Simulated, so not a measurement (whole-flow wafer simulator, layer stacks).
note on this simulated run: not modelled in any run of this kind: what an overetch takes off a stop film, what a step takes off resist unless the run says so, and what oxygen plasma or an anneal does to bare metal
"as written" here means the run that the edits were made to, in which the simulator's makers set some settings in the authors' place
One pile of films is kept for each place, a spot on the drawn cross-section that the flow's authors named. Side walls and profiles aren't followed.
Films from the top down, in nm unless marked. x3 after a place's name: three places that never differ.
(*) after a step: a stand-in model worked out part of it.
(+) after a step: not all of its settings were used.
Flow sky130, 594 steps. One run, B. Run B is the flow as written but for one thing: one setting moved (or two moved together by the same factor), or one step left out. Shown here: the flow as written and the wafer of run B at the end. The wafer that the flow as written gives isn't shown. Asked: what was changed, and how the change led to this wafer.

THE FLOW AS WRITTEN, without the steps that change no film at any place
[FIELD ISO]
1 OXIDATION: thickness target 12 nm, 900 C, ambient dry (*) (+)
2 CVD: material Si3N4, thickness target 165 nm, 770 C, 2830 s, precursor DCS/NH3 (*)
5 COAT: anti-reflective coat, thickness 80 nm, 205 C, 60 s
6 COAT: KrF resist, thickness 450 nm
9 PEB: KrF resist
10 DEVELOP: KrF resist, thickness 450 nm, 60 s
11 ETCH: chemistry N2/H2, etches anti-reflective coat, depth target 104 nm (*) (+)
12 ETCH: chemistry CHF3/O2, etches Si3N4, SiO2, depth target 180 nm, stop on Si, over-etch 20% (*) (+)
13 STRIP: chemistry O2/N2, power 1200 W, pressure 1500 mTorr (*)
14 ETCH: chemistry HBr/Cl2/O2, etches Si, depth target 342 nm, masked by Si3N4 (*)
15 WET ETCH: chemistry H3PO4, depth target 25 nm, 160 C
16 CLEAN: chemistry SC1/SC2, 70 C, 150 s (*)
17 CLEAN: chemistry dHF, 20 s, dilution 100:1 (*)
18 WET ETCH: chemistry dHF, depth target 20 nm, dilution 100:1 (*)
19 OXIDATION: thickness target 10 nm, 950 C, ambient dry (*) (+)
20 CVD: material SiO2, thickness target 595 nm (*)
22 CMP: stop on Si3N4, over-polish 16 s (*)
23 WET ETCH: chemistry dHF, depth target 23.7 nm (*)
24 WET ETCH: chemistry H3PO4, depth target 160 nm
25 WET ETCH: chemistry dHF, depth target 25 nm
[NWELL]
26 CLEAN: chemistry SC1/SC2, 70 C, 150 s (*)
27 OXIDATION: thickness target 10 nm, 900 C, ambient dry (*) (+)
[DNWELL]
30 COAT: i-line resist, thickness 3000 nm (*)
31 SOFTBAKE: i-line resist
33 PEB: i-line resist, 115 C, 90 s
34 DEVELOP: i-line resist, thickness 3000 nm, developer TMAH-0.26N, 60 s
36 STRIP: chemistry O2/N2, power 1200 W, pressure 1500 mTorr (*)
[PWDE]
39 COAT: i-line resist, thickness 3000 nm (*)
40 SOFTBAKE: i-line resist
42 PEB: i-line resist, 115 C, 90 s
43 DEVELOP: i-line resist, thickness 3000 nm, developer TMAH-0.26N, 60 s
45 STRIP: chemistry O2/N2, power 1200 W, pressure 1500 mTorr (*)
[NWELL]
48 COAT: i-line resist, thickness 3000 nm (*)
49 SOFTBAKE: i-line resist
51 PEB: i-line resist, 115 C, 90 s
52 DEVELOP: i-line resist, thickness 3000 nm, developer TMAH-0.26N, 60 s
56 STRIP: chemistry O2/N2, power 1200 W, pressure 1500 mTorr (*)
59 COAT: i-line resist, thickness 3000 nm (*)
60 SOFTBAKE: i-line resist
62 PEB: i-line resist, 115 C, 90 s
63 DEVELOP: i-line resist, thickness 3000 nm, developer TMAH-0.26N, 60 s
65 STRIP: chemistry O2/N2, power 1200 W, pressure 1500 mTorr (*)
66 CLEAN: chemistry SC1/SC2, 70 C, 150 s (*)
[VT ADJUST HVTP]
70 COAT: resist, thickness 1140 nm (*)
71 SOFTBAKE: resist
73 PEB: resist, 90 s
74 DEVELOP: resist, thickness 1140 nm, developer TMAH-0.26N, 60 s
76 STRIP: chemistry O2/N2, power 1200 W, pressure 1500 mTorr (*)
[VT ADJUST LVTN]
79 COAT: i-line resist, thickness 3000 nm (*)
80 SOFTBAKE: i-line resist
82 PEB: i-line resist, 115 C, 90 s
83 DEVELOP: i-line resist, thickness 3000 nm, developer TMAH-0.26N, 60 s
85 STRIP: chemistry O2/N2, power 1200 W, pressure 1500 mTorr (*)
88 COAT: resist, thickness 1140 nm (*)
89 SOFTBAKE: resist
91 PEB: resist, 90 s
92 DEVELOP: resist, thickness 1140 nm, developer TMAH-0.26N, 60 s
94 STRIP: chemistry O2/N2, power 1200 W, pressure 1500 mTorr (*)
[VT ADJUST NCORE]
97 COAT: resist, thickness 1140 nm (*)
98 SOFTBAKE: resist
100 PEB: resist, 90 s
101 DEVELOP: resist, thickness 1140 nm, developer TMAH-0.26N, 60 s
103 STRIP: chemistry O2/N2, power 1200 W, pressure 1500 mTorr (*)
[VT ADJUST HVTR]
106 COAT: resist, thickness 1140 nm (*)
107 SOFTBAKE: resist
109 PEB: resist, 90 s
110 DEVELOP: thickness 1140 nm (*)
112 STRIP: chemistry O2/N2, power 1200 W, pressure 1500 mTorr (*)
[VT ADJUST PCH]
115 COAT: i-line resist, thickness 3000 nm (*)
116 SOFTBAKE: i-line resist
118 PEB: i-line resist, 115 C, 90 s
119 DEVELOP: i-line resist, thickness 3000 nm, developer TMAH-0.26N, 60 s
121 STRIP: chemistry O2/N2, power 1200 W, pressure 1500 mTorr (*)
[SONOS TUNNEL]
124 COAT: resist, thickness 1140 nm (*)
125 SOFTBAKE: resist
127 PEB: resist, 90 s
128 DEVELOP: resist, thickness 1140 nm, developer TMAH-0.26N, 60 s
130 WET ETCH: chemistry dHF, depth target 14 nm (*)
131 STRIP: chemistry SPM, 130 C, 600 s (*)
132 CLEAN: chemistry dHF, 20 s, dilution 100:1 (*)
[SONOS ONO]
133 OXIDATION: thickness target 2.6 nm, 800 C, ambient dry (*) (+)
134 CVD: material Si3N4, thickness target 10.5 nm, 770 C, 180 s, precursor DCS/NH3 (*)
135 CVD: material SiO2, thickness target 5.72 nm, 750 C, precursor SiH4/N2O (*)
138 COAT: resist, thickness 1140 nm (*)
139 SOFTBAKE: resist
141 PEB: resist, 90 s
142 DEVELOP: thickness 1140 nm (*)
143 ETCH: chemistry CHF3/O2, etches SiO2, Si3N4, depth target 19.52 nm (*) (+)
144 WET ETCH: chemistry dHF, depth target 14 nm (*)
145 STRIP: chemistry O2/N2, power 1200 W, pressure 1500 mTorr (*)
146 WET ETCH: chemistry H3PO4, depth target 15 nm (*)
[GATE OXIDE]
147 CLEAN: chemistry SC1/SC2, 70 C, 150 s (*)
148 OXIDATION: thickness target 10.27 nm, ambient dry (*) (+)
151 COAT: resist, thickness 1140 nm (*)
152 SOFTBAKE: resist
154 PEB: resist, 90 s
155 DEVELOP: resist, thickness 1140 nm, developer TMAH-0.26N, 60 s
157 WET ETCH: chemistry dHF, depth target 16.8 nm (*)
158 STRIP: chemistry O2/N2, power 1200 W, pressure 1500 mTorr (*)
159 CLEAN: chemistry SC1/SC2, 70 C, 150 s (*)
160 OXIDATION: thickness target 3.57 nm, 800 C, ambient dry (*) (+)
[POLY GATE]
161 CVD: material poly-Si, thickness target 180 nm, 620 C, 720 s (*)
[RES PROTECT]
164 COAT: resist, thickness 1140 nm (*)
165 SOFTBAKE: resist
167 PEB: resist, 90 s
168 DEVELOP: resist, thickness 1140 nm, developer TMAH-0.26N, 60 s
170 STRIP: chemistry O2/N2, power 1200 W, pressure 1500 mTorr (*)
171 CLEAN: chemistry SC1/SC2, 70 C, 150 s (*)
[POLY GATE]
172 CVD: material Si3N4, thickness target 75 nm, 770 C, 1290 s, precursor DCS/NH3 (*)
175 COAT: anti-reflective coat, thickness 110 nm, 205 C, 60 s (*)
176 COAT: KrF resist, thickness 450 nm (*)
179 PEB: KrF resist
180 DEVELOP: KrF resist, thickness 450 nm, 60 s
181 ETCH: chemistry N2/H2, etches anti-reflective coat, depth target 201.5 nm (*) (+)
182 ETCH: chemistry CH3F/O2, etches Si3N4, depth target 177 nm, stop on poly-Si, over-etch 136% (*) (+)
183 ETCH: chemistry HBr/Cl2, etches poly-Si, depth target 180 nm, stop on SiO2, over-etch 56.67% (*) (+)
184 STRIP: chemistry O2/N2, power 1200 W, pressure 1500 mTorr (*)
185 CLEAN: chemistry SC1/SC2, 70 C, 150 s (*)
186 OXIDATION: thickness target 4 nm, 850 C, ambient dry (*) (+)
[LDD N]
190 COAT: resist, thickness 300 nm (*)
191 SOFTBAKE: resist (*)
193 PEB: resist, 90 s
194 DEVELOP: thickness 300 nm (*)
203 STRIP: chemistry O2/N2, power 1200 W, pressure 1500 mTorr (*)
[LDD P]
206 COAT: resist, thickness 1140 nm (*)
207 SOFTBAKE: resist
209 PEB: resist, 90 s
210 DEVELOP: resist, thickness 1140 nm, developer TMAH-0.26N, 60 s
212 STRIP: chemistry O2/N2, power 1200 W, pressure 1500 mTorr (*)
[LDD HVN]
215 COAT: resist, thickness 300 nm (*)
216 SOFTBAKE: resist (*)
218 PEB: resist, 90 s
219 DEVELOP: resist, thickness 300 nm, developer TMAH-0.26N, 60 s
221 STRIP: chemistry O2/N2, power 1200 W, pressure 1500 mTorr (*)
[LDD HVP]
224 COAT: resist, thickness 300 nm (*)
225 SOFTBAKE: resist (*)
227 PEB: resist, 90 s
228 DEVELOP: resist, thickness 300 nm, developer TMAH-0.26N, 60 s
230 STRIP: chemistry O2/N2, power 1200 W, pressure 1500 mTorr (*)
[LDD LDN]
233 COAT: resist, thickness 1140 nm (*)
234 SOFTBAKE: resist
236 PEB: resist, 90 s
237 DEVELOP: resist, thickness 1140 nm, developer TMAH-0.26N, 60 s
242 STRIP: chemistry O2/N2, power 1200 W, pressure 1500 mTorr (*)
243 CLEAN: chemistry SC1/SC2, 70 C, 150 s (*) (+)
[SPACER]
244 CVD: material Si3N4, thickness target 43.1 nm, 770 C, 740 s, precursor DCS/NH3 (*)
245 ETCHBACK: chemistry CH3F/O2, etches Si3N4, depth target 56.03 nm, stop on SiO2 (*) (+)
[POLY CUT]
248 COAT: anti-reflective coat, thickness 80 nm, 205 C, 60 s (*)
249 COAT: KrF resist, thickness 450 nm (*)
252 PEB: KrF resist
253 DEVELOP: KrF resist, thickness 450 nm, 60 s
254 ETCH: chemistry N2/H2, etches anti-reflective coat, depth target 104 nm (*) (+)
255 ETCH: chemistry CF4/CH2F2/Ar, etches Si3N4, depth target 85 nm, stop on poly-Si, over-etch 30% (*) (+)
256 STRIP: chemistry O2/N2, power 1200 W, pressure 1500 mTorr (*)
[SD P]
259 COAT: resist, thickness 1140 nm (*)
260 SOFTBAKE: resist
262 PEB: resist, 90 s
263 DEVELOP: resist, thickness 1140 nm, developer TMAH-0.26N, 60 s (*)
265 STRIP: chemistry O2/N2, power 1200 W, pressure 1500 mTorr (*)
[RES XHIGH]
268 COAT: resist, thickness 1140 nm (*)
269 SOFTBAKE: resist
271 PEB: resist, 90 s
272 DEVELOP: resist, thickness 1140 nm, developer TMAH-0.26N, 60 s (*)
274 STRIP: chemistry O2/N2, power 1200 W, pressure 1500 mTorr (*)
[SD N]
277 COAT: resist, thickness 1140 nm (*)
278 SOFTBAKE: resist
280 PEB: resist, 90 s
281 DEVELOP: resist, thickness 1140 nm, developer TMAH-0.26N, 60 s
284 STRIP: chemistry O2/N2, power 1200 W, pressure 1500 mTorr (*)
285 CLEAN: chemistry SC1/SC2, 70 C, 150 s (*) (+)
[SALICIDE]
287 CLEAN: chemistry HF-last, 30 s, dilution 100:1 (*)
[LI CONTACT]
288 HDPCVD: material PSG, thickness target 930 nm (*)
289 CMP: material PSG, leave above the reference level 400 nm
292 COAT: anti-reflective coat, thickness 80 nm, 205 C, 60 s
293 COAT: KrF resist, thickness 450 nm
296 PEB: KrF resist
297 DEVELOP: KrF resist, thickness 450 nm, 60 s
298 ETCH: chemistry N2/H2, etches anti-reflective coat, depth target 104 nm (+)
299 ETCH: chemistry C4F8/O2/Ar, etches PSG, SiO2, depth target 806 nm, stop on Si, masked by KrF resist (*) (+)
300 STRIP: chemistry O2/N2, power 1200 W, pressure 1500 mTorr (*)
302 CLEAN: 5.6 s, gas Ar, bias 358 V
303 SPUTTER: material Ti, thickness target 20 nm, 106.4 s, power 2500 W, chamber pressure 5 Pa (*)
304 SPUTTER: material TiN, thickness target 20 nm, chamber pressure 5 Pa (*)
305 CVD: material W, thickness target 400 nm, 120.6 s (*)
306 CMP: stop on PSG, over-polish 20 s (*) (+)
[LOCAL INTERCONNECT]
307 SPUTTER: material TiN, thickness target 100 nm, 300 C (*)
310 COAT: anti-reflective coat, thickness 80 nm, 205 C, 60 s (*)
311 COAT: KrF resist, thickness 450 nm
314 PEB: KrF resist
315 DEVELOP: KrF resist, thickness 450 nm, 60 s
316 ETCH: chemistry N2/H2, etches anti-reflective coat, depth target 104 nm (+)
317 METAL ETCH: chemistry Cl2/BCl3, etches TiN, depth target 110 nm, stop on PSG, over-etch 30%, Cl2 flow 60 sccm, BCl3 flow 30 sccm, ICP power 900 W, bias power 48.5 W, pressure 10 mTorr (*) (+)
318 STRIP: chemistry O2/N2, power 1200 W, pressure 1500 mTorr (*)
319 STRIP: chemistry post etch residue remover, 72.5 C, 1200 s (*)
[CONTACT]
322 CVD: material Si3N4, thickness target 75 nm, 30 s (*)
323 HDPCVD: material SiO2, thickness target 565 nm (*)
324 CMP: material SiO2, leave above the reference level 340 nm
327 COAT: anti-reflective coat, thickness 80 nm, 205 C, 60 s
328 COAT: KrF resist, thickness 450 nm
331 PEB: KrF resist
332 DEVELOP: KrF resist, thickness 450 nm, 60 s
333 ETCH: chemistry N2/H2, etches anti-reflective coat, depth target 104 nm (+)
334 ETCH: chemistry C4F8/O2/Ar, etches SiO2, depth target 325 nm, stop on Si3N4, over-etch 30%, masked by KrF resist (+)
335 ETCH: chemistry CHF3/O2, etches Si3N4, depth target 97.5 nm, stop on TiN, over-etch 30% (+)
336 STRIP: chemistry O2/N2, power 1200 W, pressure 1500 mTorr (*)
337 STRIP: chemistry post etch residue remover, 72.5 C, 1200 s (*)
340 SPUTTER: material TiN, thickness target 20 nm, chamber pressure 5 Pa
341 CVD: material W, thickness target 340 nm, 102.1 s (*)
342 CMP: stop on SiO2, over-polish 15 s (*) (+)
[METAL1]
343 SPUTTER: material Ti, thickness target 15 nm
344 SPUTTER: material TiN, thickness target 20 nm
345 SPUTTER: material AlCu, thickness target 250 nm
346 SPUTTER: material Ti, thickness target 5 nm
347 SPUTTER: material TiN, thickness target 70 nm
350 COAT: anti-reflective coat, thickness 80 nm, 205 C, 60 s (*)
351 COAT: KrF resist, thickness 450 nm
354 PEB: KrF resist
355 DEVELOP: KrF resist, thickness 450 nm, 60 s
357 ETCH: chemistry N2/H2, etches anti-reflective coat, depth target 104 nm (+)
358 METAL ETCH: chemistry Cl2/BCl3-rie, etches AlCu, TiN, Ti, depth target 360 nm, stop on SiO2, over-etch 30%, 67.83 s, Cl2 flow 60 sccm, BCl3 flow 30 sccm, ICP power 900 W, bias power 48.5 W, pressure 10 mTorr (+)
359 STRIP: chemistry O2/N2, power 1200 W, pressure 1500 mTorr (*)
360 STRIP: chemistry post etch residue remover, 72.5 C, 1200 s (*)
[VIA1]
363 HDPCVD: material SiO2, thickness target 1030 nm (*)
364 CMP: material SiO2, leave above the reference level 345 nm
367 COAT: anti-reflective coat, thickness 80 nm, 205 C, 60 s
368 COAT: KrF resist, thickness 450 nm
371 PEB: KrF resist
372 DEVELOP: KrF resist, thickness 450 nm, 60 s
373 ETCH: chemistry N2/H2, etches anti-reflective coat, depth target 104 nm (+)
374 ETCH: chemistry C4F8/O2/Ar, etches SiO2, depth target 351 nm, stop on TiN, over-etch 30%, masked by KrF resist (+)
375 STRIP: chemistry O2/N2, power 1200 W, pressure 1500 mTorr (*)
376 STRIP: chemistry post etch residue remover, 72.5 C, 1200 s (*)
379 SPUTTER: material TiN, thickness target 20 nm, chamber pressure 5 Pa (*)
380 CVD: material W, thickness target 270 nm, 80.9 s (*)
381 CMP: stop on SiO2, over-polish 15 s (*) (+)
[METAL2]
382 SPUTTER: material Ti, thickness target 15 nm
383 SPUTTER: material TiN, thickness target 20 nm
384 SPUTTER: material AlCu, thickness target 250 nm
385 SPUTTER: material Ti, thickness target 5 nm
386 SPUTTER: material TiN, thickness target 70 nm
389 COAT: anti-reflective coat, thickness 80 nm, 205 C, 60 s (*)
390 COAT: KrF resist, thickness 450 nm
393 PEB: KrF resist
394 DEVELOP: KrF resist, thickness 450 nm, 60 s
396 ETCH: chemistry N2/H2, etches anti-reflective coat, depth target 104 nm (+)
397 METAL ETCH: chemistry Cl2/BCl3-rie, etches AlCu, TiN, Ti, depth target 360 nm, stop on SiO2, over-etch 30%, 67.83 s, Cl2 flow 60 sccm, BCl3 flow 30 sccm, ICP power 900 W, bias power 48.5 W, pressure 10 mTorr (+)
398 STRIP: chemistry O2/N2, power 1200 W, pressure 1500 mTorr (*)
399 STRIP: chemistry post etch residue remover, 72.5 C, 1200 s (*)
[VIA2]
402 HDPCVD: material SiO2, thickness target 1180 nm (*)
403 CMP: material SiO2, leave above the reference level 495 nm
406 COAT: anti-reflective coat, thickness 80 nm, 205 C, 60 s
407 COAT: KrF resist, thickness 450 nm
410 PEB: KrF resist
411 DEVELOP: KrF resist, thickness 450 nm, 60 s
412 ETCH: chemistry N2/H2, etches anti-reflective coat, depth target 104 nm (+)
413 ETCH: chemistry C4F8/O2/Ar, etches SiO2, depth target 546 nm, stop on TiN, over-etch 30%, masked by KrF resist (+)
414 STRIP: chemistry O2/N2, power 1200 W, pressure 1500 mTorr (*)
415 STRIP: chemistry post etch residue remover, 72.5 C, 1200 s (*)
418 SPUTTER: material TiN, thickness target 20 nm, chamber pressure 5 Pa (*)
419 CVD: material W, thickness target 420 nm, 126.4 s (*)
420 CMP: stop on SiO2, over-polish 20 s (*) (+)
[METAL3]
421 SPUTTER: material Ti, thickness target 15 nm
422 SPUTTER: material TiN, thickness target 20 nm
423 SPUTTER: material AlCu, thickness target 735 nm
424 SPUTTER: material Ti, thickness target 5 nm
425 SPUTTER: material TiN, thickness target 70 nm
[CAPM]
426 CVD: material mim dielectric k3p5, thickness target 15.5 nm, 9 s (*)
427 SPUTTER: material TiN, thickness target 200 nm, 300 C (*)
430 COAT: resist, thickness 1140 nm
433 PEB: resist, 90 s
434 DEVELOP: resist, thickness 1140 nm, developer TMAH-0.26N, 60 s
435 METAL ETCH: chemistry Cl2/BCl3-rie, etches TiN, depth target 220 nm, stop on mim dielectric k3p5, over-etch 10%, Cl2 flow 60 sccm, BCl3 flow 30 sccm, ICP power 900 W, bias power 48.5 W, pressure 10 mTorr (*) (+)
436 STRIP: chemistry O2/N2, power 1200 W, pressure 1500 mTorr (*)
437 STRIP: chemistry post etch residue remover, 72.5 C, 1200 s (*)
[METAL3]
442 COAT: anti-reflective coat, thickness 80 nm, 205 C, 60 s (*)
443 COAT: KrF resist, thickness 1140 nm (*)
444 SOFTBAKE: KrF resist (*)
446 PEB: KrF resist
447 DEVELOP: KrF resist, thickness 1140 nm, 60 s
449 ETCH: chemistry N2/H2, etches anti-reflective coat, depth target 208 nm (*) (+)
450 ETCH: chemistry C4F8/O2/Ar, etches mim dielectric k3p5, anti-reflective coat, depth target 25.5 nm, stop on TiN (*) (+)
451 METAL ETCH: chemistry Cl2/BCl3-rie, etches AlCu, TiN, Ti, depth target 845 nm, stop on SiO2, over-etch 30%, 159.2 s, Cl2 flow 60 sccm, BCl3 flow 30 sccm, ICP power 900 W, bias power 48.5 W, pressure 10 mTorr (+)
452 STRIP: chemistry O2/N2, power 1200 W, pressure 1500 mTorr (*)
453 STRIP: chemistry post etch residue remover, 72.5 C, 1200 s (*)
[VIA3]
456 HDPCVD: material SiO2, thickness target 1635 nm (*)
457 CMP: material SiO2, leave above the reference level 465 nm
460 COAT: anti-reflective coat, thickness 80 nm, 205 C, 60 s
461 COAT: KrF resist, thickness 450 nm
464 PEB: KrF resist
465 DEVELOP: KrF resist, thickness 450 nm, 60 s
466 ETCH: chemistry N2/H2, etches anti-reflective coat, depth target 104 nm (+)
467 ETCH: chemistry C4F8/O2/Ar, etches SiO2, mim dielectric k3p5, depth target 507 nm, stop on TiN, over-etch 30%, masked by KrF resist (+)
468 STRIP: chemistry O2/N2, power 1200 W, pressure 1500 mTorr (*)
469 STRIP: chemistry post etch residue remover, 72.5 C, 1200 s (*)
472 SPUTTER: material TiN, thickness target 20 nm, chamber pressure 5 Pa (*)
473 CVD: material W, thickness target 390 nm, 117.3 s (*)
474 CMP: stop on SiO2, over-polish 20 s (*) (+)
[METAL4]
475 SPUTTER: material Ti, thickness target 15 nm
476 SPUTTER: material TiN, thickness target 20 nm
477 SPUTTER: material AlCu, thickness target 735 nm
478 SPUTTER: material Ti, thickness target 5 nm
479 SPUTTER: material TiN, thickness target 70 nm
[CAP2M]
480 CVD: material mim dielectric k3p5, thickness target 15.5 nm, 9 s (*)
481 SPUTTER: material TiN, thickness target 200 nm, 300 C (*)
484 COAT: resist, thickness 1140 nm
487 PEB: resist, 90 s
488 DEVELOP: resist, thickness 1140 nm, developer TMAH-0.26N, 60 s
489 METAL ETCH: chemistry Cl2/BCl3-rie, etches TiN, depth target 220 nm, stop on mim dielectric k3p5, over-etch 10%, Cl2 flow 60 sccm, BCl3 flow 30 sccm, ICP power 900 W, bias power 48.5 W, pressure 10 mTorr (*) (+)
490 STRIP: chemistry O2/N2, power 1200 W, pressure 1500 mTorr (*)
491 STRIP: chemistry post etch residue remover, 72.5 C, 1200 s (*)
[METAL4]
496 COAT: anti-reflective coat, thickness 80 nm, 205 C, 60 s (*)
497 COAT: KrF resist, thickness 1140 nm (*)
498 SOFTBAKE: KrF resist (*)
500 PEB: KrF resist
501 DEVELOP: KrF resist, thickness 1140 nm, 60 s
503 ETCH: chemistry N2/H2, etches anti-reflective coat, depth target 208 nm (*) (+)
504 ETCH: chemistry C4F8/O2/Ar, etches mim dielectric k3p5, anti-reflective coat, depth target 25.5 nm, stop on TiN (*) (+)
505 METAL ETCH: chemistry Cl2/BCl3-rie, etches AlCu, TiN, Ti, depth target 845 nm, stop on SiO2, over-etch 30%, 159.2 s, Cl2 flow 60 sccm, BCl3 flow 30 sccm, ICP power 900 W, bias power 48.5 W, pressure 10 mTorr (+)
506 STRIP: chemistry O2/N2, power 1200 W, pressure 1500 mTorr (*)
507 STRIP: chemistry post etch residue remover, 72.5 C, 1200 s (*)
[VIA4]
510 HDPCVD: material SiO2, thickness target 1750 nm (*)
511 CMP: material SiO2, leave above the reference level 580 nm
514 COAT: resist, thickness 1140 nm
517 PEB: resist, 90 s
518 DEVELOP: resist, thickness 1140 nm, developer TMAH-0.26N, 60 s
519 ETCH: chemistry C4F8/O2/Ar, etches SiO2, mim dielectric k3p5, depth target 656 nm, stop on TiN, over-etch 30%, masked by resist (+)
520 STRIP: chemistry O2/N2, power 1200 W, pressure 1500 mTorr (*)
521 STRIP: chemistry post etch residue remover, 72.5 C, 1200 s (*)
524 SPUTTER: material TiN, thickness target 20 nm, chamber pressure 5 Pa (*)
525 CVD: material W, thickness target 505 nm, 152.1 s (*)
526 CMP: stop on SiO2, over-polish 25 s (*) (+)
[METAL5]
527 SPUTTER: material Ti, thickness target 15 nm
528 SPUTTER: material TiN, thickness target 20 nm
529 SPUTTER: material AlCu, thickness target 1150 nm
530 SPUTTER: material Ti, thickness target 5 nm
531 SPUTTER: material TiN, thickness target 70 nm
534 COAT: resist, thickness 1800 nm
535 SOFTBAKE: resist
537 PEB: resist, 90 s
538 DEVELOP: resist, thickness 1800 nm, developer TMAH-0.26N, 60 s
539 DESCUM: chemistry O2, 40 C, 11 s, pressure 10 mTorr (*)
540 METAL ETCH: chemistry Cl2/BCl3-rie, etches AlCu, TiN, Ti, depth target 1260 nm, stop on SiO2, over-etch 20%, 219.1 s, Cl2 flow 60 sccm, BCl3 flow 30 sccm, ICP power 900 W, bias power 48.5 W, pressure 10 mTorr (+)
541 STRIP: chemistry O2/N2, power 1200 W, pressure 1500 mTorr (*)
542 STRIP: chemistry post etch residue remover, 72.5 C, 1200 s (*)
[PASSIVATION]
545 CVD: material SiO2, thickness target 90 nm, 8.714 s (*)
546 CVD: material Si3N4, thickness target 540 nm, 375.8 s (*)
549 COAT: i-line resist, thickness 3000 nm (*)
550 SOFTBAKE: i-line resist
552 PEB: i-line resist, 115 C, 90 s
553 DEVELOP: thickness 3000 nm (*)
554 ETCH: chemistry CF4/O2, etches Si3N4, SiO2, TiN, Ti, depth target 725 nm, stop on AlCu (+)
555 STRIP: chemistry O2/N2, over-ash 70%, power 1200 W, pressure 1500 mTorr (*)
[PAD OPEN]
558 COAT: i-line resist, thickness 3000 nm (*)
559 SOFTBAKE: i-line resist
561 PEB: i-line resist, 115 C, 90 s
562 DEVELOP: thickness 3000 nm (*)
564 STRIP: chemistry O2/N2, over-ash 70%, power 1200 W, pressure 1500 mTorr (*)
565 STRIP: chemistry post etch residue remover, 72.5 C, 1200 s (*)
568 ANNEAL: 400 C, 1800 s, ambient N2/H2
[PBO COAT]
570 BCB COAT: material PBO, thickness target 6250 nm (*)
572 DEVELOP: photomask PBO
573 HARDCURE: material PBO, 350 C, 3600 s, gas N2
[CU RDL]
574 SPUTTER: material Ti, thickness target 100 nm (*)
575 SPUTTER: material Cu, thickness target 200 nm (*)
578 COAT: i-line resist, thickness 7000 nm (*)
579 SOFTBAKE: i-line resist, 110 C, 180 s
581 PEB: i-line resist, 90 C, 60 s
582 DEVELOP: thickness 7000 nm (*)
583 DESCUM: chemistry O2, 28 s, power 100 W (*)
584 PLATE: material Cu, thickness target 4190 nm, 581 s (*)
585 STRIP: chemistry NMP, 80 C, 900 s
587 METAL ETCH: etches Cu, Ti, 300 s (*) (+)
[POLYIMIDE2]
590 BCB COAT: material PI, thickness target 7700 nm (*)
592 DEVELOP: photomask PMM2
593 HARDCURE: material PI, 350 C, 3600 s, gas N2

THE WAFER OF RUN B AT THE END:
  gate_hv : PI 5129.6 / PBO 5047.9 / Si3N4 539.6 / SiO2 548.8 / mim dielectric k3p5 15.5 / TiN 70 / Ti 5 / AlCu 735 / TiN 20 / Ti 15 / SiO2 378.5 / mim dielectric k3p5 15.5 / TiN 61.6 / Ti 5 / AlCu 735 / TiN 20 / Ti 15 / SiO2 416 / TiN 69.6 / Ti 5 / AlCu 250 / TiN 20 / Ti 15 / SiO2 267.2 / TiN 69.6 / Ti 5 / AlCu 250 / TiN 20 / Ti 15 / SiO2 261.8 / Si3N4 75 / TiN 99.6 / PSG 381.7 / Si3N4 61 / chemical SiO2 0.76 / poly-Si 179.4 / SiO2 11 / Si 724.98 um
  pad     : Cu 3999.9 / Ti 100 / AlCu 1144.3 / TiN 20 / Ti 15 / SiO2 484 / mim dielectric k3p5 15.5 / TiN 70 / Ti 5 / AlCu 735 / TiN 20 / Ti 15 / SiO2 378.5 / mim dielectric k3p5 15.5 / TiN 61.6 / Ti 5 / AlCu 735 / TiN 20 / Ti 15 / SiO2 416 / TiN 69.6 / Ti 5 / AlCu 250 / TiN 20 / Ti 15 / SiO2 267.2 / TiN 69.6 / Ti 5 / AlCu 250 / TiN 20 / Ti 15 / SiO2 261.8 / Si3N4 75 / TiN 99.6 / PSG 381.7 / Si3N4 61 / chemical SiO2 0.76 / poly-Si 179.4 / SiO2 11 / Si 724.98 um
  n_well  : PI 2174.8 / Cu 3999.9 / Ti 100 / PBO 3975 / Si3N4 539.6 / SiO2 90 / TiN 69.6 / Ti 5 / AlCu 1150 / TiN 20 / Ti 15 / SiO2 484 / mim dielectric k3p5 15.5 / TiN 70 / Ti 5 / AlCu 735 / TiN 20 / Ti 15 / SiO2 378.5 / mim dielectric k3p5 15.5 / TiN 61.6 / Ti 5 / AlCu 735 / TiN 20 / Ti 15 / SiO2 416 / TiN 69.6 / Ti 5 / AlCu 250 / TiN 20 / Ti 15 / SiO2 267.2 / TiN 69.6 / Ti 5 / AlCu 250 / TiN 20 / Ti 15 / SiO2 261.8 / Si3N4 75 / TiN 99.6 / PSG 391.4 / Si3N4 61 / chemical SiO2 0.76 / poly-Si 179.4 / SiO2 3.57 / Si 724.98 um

The cause: step 425, SPUTTER: thickness target 61.6 nm was run, where the flow has thickness target 70 nm.
It can be read off the wafer: gate_hv has TiN 61.6, and step 425 as written asks for 70 nm.

How the change led to this, step by step:
  425 SPUTTER: material TiN, thickness target 70 nm
      field, active, n_well and 188 more: TiN +61.6 (new film) (as written it would be: TiN +70 (new film))
  451 METAL ETCH: chemistry Cl2/BCl3-rie, etches AlCu, TiN, Ti, depth target 845 nm, stop on SiO2, over-etch 30%, 159.2 s, Cl2 flow 60 sccm, BCl3 flow 30 sccm, ICP power 900 W, bias power 48.5 W, pressure 10 mTorr (+)
      field, active, gate and 69 more: TiN -61.6 (all of it), Ti -5 (all of it), AlCu -735 (all of it), TiN -20 (all of it), Ti -15 (all of it), SiO2 -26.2 (as written it would be: TiN -70 (all of it), Ti -5 (all of it), AlCu -735 (all of it), TiN -20 (all of it), Ti -15 (all of it), SiO2 -25.4)
      vpp_ln, vpp_iso2, ndiff_ln and 10 more: TiN -61.6 (all of it), Ti -5 (all of it), AlCu -735 (all of it), TiN -20 (all of it), Ti -15 (all of it), SiO2 -26.2 (as written it would be: TiN -70 (all of it), Ti -5 (all of it), AlCu -735 (all of it), TiN -20 (all of it), Ti -15 (all of it), SiO2 -25.3)
  467 ETCH: chemistry C4F8/O2/Ar, etches SiO2, mim dielectric k3p5, depth target 507 nm, stop on TiN, over-etch 30%, masked by KrF resist (+)
      m1: SiO2 -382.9 (all of it), mim dielectric k3p5 -15.5 (all of it) (as written it would be: SiO2 -374.5 (all of it), mim dielectric k3p5 -15.5 (all of it))
      via3_hole: SiO2 -382.3 (all of it), mim dielectric k3p5 -15.5 (all of it) (as written it would be: SiO2 -373.9 (all of it), mim dielectric k3p5 -15.5 (all of it))
